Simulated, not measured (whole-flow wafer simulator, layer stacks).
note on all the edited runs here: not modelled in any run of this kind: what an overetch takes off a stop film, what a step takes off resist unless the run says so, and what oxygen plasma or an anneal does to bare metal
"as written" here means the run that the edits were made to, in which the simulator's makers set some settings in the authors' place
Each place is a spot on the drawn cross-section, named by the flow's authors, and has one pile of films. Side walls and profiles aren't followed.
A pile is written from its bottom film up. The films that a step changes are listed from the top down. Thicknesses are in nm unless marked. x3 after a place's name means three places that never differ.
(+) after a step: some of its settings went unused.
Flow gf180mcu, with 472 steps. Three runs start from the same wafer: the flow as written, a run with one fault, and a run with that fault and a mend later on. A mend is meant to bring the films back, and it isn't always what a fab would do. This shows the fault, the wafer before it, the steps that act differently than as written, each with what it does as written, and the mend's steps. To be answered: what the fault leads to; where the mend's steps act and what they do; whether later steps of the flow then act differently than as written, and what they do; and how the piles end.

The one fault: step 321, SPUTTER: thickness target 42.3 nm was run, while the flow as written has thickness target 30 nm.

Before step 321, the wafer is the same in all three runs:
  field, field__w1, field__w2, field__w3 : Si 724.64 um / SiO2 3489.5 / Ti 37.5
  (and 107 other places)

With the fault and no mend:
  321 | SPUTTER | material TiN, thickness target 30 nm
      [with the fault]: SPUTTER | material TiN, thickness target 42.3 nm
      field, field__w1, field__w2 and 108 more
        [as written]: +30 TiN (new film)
        [with the fault]: +42.3 TiN (new film)
  Steps further on in the flow that do not act as written:
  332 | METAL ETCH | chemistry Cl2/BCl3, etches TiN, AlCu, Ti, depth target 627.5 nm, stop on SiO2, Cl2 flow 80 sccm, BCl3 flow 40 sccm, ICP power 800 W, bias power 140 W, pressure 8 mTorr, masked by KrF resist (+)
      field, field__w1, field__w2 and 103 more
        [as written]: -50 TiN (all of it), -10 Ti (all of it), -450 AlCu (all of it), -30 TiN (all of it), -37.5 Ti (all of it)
        [with the fault]: -50 TiN (all of it), -10 Ti (all of it), -450 AlCu (all of it), -42.3 TiN (all of it), -37.5 Ti (all of it)
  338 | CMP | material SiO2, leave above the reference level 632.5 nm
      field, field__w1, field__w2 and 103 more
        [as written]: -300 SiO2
        [with the fault]: -287.7 SiO2
  The piles end different from the flow's at field__w8, contact, m1, m1__w1, m1_nw by more than 2% or 0.5 nm, whichever is larger.
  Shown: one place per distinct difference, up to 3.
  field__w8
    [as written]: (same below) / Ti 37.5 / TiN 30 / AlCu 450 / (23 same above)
    [with the fault]: (same below) / Ti 37.5 / TiN 42.3 / AlCu 450 / (23 same above)
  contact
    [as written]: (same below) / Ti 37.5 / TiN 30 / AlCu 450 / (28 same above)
    [with the fault]: (same below) / Ti 37.5 / TiN 42.3 / AlCu 450 / (28 same above)

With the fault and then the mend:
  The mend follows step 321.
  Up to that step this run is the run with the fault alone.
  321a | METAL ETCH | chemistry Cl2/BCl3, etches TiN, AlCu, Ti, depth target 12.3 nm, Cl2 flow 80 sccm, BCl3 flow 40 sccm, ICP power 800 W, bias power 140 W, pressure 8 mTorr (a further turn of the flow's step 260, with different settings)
      field, field__w1, field__w2 and 108 more
        -12.3 TiN
  None of the later steps of the flow acts differently than as written at any place that is followed.
  At every place that both follow, the piles at the end match the flow's.
